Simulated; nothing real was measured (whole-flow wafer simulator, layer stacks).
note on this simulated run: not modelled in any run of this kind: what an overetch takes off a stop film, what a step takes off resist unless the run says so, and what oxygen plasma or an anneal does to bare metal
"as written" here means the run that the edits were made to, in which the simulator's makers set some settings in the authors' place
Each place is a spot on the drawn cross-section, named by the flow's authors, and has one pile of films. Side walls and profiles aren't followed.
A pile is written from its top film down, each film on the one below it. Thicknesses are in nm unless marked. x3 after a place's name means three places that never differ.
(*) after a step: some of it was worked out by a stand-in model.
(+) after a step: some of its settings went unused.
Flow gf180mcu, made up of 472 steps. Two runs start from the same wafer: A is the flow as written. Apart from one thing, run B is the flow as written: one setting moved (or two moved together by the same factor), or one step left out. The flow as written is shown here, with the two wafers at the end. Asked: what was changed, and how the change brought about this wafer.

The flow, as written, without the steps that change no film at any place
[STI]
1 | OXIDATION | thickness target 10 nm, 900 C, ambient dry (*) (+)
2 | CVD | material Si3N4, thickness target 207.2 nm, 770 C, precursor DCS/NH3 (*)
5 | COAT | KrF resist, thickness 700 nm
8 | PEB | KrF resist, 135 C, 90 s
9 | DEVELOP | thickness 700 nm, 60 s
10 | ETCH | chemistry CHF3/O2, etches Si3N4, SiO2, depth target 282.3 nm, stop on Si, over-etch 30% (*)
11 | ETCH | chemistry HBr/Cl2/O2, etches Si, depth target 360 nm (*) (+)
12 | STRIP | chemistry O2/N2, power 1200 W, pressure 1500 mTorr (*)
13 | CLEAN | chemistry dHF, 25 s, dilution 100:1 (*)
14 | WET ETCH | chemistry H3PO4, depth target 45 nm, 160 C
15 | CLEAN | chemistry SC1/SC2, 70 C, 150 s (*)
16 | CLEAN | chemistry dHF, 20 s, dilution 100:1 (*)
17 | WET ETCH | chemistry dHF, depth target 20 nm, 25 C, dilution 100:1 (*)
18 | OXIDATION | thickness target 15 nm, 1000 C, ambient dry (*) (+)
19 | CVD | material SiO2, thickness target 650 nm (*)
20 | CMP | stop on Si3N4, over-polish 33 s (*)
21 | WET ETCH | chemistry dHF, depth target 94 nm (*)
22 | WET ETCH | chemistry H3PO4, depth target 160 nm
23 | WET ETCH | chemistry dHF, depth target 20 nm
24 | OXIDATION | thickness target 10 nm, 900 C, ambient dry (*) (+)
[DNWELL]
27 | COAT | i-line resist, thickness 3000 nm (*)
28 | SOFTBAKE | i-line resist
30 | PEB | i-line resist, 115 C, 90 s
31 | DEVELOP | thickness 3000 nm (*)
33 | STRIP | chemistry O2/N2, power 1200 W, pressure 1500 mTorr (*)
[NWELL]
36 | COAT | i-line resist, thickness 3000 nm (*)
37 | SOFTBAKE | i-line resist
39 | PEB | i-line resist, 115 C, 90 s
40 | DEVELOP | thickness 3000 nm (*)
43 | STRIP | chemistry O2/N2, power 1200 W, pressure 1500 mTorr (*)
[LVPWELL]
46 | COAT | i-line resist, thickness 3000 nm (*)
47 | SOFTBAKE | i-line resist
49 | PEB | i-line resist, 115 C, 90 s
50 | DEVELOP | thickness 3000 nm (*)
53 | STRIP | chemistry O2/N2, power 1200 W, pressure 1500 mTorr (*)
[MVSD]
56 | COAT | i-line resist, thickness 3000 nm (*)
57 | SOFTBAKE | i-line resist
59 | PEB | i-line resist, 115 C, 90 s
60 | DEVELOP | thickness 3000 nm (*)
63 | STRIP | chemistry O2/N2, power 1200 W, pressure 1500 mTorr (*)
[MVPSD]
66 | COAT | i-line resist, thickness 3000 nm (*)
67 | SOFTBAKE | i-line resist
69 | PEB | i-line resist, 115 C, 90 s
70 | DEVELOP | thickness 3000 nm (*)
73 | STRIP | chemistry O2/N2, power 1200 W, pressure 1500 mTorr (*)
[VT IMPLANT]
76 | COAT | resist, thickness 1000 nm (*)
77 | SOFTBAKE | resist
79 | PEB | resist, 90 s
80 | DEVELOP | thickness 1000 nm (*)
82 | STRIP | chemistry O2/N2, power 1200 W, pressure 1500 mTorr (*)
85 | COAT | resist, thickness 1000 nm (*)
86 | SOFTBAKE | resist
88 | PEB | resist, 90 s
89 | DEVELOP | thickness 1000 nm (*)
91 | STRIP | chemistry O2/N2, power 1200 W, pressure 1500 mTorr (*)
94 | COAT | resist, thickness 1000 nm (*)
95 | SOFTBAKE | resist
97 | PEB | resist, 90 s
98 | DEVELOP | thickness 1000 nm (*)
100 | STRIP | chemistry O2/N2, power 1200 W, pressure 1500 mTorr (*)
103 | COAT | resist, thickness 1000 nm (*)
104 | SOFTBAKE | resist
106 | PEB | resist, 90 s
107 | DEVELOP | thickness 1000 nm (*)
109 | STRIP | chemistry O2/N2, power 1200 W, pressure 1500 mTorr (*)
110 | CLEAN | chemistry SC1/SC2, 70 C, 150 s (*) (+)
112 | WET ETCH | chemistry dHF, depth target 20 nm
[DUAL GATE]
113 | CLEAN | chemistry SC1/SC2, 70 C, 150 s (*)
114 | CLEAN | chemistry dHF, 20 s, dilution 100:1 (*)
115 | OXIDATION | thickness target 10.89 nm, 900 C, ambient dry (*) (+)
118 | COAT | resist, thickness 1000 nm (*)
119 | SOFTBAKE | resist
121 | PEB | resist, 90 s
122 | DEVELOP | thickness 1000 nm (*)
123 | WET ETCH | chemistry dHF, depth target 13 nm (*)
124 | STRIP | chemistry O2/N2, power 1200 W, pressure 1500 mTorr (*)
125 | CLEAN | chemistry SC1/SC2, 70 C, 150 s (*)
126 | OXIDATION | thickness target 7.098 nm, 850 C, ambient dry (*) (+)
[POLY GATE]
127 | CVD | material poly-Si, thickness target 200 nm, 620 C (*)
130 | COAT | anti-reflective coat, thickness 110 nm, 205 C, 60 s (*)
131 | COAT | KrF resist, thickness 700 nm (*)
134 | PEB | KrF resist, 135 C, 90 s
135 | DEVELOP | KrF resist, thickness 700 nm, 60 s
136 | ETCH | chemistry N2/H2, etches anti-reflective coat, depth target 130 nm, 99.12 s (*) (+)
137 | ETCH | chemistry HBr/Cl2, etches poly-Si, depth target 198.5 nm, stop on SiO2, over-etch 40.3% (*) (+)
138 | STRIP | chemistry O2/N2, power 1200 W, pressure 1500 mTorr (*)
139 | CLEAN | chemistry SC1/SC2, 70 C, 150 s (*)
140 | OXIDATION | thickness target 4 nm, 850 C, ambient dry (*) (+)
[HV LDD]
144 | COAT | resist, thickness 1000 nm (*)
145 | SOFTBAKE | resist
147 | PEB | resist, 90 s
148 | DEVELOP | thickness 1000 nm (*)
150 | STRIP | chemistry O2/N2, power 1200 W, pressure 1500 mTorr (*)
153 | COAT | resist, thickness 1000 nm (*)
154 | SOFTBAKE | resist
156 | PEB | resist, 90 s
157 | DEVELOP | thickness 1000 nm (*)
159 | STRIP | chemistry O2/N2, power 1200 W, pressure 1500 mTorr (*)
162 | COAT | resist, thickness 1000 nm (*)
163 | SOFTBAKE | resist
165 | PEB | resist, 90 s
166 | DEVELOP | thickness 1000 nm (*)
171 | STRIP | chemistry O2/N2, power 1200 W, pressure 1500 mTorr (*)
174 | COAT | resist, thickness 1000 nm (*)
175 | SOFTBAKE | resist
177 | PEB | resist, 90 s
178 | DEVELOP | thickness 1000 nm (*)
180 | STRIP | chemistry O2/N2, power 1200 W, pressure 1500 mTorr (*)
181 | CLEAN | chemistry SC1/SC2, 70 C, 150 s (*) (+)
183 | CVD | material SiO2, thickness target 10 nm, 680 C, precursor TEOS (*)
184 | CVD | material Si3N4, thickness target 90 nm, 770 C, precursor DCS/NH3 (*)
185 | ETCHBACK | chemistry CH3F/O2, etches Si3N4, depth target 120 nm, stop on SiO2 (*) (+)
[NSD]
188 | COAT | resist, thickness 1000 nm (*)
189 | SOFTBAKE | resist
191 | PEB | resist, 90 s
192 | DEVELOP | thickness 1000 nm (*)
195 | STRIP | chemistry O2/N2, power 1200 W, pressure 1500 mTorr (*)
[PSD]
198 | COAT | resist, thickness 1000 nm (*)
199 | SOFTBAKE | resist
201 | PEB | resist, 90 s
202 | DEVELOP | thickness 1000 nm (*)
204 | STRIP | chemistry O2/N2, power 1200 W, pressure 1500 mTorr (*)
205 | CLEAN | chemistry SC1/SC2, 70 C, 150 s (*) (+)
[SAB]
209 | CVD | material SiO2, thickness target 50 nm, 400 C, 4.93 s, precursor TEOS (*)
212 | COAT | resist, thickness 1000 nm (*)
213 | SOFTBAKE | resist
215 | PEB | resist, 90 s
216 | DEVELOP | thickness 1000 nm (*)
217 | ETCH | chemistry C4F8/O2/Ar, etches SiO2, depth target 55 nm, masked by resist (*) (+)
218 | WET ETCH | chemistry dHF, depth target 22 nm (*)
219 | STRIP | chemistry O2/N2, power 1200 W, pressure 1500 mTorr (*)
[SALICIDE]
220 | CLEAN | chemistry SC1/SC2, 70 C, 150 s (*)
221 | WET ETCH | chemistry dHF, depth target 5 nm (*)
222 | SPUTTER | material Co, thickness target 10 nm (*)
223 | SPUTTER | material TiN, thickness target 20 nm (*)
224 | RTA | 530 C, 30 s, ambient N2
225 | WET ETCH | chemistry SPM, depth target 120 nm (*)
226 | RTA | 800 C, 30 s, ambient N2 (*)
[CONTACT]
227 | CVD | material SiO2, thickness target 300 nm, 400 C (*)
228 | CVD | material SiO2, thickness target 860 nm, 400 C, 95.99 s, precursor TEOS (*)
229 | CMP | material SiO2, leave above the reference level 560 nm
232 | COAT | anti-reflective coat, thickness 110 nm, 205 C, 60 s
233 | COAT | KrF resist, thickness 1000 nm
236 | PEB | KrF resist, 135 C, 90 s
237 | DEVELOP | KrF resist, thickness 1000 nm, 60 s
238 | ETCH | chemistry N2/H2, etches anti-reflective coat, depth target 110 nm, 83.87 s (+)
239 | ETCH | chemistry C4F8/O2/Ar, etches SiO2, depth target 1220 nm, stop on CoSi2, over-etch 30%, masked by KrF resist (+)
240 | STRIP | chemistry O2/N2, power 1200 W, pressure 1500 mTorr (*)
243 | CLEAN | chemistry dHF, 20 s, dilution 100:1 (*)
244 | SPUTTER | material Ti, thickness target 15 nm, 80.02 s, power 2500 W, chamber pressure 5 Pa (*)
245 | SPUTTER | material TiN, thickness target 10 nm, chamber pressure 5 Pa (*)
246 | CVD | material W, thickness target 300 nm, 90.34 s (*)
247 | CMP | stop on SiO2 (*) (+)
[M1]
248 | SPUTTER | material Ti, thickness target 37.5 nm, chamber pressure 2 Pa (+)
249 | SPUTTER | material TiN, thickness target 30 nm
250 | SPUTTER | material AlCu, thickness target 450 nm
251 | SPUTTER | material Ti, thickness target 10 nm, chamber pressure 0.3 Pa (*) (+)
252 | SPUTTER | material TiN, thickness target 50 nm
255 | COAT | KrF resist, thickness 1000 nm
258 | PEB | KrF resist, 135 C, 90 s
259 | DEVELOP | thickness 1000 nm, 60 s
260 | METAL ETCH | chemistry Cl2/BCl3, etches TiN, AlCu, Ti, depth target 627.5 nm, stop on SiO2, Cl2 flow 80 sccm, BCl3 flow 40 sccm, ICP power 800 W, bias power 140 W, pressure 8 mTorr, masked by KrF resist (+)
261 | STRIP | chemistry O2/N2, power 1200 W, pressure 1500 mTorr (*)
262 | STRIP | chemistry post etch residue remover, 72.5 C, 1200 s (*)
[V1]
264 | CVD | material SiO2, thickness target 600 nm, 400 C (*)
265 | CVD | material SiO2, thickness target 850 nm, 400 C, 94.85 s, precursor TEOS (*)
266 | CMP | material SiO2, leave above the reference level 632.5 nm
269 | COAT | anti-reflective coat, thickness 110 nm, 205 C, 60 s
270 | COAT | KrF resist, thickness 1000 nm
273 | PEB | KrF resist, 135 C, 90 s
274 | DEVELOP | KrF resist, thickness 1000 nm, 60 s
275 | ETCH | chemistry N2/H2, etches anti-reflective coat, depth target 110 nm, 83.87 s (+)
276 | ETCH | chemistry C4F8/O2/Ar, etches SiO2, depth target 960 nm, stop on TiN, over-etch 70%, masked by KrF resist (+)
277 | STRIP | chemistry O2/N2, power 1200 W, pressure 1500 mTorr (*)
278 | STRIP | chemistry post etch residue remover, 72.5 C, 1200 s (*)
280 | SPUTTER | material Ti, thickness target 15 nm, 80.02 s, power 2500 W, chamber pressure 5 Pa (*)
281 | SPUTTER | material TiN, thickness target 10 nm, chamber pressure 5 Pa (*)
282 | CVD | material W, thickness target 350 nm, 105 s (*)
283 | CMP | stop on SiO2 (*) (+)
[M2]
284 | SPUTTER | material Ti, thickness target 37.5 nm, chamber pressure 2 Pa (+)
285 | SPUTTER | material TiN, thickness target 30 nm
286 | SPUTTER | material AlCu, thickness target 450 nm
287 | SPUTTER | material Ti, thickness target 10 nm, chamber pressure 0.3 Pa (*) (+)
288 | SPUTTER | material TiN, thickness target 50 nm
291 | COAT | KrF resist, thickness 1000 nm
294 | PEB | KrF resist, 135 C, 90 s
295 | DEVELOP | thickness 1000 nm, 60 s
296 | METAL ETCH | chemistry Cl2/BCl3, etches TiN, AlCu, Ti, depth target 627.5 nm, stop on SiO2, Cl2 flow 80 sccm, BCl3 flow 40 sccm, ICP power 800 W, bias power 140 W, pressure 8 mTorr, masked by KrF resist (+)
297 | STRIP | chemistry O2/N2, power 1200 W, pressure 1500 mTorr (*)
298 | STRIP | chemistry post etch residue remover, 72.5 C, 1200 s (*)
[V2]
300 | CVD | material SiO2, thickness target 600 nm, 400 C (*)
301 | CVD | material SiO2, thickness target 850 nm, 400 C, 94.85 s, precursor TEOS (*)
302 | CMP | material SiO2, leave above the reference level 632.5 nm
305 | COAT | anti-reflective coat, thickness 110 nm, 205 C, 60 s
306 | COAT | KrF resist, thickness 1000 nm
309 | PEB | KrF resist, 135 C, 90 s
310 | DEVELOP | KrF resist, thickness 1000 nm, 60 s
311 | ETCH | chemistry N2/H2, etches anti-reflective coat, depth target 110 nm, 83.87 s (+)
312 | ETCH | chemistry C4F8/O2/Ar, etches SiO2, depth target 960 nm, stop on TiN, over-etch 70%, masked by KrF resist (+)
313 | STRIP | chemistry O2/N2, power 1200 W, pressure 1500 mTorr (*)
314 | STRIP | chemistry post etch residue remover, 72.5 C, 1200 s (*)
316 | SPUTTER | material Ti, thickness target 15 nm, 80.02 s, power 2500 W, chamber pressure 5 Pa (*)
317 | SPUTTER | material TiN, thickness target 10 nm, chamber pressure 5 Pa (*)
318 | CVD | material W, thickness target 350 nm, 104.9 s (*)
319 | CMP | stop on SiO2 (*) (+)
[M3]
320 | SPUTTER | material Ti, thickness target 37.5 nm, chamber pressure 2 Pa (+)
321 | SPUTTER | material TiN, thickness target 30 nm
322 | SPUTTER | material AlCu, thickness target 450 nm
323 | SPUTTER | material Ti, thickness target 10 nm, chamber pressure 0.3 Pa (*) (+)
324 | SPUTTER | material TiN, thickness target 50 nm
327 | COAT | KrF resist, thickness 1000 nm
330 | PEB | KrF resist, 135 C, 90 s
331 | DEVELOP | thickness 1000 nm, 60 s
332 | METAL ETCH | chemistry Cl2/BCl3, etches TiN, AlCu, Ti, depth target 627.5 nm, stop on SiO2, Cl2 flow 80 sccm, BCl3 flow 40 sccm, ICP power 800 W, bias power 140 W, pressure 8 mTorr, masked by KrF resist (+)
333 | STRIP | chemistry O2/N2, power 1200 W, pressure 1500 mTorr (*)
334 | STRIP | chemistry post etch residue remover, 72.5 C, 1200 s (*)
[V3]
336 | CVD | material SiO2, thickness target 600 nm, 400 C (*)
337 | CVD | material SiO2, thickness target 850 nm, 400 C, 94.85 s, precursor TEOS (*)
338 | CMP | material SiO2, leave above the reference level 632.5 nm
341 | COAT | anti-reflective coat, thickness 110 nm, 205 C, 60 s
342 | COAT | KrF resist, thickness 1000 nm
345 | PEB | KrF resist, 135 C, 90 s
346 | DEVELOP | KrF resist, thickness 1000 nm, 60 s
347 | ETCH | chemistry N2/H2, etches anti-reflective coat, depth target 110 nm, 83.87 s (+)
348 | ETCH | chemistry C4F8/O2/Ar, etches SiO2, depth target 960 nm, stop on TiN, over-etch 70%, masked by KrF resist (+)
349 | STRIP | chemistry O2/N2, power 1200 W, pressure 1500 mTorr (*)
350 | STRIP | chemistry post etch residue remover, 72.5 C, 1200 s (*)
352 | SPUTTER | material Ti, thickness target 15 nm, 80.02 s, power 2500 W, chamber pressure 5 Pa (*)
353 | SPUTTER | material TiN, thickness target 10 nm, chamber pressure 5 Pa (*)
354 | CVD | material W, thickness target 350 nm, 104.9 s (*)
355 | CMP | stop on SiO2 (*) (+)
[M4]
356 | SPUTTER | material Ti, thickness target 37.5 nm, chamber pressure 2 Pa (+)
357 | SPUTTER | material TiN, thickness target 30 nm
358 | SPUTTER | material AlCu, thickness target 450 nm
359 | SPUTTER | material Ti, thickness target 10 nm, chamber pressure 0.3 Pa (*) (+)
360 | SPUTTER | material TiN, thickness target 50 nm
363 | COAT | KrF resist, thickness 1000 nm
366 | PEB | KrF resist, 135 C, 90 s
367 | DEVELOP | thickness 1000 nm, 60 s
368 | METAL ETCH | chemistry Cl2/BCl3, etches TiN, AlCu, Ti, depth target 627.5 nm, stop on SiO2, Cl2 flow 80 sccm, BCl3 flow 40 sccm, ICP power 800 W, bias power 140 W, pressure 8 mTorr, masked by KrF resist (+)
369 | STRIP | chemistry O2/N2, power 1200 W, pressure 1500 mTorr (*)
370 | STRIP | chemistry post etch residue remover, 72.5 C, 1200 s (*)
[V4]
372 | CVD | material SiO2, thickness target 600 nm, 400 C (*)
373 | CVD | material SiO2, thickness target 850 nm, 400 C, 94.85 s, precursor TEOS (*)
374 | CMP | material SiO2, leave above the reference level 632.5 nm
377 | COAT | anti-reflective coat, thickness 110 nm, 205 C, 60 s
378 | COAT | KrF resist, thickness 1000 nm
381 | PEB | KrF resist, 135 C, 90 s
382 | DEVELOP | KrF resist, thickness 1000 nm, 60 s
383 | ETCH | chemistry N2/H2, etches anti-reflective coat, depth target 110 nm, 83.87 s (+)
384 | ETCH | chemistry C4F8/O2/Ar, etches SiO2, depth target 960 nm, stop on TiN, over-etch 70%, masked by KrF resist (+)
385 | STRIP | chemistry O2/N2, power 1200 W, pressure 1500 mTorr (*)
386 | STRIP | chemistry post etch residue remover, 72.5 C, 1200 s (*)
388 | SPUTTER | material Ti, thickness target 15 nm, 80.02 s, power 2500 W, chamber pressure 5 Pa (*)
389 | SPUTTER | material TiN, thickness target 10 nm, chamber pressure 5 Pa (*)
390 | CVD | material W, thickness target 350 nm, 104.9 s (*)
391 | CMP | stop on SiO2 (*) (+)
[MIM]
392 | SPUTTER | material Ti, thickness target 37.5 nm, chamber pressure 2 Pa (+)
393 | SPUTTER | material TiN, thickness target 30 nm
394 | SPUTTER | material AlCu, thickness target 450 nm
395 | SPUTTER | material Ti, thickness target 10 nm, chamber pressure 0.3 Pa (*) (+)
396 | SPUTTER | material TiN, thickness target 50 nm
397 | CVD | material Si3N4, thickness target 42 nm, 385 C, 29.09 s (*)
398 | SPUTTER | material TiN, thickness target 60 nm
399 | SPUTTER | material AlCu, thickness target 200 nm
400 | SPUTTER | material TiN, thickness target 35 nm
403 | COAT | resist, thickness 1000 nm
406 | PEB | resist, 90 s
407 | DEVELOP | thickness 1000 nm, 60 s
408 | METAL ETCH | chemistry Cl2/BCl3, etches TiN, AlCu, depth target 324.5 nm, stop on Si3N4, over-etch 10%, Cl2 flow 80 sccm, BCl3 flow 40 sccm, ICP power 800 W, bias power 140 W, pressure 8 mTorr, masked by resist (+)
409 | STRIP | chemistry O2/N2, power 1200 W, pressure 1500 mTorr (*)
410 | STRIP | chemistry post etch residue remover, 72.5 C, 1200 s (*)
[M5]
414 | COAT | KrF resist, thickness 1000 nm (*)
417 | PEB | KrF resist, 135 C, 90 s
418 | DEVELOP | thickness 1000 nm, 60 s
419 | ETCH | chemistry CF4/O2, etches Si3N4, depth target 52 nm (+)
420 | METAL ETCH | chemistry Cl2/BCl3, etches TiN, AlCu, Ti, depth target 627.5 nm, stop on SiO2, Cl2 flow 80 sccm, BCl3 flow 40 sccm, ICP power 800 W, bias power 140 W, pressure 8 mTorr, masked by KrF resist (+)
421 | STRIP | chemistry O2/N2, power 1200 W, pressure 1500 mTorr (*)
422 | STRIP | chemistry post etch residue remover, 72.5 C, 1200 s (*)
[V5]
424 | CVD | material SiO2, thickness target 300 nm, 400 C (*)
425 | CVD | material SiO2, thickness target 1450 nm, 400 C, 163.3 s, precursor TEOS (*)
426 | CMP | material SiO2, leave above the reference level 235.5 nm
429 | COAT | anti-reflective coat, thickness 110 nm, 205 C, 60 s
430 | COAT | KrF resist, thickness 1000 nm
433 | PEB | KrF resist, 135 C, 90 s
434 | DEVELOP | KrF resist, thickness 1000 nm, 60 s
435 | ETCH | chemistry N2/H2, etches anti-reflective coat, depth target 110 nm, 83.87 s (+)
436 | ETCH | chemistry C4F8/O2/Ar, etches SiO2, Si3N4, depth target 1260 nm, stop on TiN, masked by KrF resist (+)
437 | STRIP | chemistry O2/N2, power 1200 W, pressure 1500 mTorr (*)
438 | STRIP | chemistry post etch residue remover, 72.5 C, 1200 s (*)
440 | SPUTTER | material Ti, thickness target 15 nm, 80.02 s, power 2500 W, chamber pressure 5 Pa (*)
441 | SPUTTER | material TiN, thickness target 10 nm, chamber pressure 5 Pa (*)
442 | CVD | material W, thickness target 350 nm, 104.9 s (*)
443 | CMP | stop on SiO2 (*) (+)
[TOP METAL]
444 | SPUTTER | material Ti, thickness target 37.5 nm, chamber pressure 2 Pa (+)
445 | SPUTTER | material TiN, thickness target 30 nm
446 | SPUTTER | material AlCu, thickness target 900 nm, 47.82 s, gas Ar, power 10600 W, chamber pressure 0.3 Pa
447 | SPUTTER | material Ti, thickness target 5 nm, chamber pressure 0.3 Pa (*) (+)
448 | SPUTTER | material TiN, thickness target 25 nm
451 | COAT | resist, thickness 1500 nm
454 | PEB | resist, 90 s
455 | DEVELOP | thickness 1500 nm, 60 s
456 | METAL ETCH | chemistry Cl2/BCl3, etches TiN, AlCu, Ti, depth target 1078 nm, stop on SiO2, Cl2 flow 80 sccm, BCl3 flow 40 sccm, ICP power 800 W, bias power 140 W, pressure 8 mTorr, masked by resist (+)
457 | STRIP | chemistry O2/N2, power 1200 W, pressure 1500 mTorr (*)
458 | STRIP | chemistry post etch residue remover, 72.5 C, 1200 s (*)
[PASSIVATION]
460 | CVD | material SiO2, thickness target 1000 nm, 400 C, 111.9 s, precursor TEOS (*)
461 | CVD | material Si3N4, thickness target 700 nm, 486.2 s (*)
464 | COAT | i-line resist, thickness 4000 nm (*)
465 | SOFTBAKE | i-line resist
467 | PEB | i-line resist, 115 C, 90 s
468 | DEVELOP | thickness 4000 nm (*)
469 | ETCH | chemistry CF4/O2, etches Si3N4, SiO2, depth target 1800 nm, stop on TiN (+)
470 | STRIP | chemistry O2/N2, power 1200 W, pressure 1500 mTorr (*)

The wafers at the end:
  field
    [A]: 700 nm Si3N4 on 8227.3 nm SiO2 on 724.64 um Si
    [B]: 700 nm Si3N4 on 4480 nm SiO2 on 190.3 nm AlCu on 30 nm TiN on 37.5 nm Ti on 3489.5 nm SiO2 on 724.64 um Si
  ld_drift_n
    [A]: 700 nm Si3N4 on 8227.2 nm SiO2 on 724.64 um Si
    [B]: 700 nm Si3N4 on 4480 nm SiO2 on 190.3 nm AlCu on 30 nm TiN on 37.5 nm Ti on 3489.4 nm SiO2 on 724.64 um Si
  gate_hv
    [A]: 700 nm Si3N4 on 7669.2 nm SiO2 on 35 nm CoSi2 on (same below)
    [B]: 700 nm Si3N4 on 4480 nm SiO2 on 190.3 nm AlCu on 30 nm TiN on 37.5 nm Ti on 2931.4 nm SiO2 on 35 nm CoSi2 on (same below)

The reason: step 332, METAL ETCH: depth target 314 nm was run, whereas the flow has depth target 627.5 nm.

How this came from the change, step by step:
  332 | METAL ETCH | chemistry Cl2/BCl3, etches TiN, AlCu, Ti, depth target 627.5 nm, stop on SiO2, Cl2 flow 80 sccm, BCl3 flow 40 sccm, ICP power 800 W, bias power 140 W, pressure 8 mTorr, masked by KrF resist (+)
      field, field__w1, field__w2 and 103 more: A TiN loses 50 (all of it), Ti loses 10 (all of it), AlCu loses 450 (all of it), TiN loses 30 (all of it), Ti loses 37.5 (all of it) | B TiN loses 50 (all of it), Ti loses 10 (all of it), AlCu loses 254
      field__w8, contact, m1, m1__w1, m1_nw: A KrF resist loses 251 | B KrF resist loses 125.6
  333 | STRIP | chemistry O2/N2, power 1200 W, pressure 1500 mTorr (*)
      field__w8, contact, m1, m1__w1, m1_nw: A KrF resist loses 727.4 (all of it) | B KrF resist loses 852.8 (all of it)
  334 | STRIP | chemistry post etch residue remover, 72.5 C, 1200 s (*)
      field, field__w1, field__w2 and 103 more: A nothing | B AlCu loses 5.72
  336 | CVD | material SiO2, thickness target 600 nm, 400 C (*)
      field, field__w1, field__w2 and 103 more: A SiO2 gains 600 | B SiO2 gains 600 (new film)
  338 | CMP | material SiO2, leave above the reference level 632.5 nm
      field, field__w1, field__w2 and 103 more: A SiO2 loses 300 | B SiO2 loses 557.8
With metal films that touch counted as one body, field has 1 body; the flow as written gives 0 bodies.
With metal films that touch counted as one body, ld_drift_n has 1 body; the flow as written gives 0 bodies.
With metal films that touch counted as one body, gate_hv has 2 bodies (between them, from the top down: SiO2 2931.4); the flow as written gives 1 body.
